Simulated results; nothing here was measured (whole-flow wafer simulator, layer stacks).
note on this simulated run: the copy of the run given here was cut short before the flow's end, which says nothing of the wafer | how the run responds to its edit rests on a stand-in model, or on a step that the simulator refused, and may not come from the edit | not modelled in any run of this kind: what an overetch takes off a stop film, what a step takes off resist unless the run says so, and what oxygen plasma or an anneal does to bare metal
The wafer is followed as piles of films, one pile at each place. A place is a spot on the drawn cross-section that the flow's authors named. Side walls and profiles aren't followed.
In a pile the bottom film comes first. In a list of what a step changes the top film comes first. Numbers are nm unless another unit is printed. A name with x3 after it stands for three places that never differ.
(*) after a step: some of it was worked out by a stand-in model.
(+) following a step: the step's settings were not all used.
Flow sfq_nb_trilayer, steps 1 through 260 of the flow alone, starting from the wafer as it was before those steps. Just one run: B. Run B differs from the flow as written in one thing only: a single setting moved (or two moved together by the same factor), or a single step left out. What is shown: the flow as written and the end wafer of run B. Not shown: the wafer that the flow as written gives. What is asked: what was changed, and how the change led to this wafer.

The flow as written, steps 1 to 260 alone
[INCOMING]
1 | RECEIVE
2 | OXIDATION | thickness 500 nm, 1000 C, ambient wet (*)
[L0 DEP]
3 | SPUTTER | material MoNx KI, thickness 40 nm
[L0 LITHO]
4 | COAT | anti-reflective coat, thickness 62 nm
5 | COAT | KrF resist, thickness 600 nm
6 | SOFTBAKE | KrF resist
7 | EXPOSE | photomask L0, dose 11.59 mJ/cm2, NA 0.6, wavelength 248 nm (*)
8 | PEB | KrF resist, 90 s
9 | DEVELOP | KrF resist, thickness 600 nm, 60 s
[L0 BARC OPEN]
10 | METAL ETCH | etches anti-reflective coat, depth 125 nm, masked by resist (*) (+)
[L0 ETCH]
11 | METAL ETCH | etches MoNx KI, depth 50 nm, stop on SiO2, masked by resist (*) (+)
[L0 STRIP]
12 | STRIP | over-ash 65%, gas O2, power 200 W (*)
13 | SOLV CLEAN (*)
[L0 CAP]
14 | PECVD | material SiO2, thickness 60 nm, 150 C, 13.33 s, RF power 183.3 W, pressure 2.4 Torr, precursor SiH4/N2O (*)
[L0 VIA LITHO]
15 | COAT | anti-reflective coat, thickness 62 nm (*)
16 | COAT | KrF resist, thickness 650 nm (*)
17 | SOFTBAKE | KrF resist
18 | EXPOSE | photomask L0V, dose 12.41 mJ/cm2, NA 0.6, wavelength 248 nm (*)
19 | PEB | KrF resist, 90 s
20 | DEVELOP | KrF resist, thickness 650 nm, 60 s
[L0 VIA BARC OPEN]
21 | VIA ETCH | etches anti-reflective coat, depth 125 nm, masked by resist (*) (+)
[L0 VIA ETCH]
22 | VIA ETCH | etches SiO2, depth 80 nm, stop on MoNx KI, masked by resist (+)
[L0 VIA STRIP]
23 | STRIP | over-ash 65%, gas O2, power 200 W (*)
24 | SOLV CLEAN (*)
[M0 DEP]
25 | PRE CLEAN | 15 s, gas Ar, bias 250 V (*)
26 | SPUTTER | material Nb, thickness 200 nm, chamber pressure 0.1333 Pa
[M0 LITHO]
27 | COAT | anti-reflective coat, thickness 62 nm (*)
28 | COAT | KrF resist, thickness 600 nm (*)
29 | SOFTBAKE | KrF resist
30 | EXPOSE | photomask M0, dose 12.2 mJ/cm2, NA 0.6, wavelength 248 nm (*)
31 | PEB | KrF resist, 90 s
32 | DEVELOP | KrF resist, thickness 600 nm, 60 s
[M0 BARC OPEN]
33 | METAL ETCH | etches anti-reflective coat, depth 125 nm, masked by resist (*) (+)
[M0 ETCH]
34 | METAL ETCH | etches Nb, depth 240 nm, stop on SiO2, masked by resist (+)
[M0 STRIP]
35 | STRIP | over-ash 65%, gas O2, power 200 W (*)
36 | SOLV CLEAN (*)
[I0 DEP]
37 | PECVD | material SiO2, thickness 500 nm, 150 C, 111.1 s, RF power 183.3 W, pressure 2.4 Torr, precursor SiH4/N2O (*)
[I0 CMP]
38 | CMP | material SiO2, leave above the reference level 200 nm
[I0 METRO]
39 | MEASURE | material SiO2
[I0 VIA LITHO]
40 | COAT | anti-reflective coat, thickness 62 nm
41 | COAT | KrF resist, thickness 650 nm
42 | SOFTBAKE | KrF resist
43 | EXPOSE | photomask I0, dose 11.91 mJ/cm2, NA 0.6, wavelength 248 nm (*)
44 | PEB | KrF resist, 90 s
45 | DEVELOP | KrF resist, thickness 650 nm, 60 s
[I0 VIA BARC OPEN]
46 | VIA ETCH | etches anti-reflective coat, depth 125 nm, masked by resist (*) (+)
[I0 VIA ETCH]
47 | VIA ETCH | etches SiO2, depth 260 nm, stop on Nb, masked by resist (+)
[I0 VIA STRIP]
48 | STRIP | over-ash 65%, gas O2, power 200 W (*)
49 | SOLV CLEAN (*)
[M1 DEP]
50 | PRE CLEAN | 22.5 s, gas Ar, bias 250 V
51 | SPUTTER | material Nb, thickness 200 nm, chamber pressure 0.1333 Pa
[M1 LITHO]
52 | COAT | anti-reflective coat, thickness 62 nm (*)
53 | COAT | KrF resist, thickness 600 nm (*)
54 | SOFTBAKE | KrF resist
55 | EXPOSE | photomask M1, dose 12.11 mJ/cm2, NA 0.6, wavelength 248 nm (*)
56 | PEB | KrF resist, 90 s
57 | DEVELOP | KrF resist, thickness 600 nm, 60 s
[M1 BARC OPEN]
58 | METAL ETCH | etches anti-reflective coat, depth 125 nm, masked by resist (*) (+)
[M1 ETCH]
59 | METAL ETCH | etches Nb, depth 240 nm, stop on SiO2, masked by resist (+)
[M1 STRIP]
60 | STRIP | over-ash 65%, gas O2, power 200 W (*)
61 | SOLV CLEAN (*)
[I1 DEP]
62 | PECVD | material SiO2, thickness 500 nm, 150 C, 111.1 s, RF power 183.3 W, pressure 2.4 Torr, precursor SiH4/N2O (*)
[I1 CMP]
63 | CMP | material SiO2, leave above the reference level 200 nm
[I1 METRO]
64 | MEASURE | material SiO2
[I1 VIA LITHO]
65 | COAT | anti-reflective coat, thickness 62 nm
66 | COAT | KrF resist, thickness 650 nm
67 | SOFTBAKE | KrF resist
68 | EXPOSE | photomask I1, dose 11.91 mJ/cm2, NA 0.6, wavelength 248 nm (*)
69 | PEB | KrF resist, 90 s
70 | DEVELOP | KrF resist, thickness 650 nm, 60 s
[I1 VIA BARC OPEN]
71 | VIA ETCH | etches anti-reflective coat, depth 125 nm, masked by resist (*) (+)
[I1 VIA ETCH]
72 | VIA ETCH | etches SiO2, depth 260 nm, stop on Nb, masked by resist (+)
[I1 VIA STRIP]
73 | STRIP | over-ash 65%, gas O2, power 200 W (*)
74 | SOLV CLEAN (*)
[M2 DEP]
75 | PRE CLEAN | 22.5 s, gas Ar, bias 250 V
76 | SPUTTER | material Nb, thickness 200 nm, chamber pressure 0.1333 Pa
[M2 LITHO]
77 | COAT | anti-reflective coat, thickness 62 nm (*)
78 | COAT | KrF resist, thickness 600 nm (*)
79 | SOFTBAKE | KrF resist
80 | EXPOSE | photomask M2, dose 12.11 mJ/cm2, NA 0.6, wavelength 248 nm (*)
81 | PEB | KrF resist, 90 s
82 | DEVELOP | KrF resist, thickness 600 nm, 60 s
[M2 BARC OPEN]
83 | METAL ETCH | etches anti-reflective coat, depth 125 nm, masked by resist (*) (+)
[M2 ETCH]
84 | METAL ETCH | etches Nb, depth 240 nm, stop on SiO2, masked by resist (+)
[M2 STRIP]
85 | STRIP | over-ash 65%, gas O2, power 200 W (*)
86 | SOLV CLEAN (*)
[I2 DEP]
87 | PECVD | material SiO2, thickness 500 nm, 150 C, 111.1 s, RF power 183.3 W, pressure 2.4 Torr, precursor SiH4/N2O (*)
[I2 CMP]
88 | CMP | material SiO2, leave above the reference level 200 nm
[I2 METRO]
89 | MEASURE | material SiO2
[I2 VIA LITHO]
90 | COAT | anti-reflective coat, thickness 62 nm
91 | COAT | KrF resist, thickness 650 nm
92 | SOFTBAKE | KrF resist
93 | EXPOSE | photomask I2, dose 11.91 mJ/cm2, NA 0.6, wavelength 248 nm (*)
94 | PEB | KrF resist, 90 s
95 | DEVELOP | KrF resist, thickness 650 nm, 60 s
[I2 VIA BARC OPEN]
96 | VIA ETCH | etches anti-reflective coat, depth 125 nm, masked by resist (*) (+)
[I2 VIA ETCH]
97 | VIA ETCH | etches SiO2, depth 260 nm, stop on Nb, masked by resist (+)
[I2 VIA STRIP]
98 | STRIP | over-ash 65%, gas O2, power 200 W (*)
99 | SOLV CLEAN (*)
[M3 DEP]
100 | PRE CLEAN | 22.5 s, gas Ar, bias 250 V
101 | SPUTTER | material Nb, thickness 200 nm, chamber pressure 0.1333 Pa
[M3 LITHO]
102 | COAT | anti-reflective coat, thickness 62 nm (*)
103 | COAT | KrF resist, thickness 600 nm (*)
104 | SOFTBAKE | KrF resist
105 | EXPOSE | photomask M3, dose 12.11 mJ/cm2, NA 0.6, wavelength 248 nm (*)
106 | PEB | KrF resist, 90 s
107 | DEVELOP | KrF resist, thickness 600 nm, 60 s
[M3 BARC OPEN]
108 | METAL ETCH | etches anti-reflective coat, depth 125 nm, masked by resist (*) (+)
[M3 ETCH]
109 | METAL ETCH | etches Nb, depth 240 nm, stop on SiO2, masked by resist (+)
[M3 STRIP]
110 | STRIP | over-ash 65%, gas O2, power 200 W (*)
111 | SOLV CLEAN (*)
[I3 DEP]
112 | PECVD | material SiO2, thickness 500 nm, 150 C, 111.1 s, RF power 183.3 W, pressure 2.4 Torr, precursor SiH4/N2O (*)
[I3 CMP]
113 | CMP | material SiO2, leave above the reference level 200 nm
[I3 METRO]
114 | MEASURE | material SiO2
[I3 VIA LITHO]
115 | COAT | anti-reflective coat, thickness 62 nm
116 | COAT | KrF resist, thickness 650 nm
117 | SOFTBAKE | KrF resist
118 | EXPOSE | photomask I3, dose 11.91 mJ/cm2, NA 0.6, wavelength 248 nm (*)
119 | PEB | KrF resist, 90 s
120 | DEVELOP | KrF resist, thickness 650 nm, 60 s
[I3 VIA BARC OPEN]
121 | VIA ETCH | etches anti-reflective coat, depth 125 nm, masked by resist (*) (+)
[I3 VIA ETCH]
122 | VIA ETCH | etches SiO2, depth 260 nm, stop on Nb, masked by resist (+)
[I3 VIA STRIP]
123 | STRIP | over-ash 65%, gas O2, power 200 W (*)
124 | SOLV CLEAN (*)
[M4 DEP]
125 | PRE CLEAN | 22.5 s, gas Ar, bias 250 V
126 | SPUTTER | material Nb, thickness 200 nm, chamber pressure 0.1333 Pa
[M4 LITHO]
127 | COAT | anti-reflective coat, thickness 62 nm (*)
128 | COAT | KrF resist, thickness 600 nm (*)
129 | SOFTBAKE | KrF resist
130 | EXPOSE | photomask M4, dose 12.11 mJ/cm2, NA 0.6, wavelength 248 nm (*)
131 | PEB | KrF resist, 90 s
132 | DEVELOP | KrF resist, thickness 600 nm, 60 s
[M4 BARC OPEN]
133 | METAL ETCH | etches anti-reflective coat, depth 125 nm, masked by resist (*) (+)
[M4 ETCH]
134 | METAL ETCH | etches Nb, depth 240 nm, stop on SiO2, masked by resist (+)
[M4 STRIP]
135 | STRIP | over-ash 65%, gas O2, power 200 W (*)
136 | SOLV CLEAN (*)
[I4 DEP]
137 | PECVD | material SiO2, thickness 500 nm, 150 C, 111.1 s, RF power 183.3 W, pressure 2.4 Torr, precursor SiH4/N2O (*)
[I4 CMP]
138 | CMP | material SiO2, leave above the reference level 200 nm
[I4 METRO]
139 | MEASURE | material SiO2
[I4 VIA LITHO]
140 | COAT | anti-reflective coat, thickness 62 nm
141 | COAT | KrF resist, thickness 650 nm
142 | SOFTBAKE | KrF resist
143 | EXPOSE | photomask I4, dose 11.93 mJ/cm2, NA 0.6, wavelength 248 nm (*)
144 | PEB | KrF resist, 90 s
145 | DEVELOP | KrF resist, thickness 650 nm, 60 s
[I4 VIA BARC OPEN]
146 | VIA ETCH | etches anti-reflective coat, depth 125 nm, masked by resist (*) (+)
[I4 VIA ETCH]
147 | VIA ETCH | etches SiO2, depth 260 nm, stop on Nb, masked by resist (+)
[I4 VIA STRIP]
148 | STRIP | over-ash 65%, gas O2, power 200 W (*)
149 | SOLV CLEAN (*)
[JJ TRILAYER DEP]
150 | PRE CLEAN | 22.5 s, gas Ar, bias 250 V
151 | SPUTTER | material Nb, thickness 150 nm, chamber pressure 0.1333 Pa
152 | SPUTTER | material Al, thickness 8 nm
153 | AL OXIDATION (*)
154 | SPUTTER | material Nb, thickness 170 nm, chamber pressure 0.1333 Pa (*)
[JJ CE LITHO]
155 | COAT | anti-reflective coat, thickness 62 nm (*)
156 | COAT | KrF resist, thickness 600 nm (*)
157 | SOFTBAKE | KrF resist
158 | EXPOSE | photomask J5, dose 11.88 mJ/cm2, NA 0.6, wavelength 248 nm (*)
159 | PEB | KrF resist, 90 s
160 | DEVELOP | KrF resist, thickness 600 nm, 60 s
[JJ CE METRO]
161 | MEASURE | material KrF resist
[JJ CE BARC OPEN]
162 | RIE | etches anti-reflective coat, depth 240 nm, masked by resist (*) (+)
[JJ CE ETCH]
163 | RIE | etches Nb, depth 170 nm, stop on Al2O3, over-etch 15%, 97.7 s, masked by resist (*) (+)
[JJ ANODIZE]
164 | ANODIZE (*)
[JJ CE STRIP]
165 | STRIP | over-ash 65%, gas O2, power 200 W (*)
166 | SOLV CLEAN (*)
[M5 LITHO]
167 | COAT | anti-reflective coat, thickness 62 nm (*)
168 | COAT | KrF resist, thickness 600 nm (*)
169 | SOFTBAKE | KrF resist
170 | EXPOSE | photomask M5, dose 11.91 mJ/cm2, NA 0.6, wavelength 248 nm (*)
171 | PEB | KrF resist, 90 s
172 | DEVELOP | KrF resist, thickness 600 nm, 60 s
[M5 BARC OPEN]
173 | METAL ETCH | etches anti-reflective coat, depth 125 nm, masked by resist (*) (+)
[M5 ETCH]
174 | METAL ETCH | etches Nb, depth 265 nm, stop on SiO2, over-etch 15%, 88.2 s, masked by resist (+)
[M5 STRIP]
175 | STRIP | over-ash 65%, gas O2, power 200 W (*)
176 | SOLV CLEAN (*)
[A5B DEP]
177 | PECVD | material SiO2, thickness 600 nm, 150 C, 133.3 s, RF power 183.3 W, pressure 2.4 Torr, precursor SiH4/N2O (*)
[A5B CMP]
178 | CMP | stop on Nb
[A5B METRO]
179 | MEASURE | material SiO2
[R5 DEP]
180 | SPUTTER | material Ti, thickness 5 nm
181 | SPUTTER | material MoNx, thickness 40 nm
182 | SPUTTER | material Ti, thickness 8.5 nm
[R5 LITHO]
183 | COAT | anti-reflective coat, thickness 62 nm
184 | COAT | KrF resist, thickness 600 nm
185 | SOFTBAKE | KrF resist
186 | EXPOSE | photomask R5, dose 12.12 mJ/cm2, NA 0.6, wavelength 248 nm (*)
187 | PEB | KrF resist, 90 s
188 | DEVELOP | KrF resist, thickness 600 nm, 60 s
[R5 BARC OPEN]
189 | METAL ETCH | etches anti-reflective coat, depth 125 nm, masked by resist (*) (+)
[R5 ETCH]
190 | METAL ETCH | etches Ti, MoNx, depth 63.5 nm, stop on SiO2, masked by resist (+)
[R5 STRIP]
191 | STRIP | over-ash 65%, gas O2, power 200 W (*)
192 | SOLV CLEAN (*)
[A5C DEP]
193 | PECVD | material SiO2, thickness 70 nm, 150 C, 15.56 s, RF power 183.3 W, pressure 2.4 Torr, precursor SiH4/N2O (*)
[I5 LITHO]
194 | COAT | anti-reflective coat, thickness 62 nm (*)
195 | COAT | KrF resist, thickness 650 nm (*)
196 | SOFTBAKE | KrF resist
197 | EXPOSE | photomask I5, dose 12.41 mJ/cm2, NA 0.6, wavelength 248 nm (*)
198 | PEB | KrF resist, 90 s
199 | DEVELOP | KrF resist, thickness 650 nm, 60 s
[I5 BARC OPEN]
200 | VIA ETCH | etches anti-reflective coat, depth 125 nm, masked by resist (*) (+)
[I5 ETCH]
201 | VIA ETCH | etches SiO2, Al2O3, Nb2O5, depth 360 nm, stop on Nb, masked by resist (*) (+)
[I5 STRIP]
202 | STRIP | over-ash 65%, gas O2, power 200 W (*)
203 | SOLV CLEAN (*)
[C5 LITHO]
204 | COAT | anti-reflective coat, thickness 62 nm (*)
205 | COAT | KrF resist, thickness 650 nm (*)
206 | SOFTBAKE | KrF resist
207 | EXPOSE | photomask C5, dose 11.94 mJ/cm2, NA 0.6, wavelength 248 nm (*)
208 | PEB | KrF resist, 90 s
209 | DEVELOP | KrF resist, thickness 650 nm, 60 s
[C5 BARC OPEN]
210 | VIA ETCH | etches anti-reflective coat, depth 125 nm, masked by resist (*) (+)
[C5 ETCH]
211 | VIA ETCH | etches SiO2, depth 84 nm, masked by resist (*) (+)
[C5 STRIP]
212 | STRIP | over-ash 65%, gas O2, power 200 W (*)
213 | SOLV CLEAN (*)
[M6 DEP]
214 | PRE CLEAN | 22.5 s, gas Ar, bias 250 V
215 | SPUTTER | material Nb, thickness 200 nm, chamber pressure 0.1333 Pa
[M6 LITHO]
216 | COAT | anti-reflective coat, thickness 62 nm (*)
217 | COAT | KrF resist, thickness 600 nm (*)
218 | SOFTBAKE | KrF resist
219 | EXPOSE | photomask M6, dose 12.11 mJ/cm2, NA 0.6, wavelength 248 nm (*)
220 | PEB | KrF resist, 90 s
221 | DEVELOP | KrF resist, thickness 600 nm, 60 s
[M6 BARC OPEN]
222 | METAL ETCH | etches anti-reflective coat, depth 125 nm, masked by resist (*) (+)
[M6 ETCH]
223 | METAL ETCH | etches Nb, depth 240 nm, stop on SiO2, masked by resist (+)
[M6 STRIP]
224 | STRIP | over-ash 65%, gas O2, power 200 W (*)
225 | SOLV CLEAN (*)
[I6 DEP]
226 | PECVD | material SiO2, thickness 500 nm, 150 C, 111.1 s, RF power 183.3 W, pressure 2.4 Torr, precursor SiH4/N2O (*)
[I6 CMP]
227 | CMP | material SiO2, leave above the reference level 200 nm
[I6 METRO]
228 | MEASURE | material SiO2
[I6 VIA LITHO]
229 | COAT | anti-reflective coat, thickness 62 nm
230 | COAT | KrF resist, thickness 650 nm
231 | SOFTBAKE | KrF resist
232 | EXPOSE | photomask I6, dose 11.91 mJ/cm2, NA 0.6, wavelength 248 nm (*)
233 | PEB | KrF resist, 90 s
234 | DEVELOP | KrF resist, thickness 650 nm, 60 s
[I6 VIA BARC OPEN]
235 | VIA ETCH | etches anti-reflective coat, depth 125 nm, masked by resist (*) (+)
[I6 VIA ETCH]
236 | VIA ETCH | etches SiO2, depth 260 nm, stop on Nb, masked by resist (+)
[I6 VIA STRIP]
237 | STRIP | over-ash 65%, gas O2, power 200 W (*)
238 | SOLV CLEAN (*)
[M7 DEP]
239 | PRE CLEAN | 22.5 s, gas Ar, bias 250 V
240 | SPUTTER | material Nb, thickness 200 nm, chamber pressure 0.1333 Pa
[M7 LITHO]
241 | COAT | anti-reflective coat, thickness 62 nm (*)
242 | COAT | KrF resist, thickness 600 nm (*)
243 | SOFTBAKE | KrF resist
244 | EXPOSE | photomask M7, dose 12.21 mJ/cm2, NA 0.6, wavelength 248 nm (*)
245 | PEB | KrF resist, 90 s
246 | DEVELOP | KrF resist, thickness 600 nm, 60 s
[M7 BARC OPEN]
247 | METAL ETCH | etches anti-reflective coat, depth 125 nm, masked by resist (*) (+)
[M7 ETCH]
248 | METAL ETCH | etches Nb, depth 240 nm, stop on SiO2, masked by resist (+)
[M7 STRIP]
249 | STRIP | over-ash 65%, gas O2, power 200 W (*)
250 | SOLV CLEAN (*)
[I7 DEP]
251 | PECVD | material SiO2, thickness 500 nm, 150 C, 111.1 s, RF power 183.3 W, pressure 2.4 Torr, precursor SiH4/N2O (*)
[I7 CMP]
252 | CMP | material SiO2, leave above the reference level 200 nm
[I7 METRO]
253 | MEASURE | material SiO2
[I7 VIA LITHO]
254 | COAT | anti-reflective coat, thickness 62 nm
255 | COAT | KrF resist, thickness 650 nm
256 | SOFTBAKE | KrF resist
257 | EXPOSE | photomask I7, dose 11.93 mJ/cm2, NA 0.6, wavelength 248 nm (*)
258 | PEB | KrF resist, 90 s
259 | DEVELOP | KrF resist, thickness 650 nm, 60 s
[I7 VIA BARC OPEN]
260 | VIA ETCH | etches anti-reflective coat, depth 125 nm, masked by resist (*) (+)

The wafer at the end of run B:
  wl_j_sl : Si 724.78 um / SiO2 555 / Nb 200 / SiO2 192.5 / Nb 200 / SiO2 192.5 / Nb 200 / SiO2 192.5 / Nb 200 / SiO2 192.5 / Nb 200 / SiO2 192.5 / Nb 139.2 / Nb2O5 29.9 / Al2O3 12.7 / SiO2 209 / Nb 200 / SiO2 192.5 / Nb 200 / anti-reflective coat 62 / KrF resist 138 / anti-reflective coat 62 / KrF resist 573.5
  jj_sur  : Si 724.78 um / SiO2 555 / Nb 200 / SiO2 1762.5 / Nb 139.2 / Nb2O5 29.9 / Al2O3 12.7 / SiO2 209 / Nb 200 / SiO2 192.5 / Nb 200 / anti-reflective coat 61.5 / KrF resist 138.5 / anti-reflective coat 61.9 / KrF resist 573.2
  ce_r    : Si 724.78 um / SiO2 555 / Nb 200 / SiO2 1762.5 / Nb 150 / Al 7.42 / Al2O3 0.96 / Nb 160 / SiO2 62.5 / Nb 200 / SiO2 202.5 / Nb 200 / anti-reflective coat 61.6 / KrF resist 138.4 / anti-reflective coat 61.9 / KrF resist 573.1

What caused this: step 249, STRIP: over-ash 65%, gas O2, power 200 W (*), was omitted.

Step by step, how the change led to this:
  251 | PECVD | material SiO2, thickness 500 nm, 150 C, 111.1 s, RF power 183.3 W, pressure 2.4 Torr, precursor SiH4/N2O (*)
      field_r, lsp_l: +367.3 SiO2 (in the flow as written it would be: +477.7 SiO2)
      l0_sur, l0v: +443.6 SiO2 (in the flow as written it would be: +487.8 SiO2)
      (and at 3 other places as well)
  252 | CMP | material SiO2, leave above the reference level 200 nm
      wl_j_sl, wl_jj, wl_j_sr and 14 more: -500 SiO2 (all of it), -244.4 KrF resist (in the flow as written it would be: -300 SiO2)
      ln_m5, lsp_m, ln_m6, lsp_r: -500 SiO2 (all of it), -243.7 KrF resist (in the flow as written it would be: -300 SiO2)
      (and at 26 other places as well)
  254 | COAT | anti-reflective coat, thickness 62 nm
      moat: +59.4 anti-reflective coat (new film) (in the flow as written it would be: +62 anti-reflective coat (new film))
      field_r: +74.3 anti-reflective coat (new film) (in the flow as written it would be: +62 anti-reflective coat (new film))
      (and at 2 other places as well)
  255 | COAT | KrF resist, thickness 650 nm
      lsp_l: +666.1 KrF resist (new film) (in the flow as written it would be: +650 KrF resist (new film))
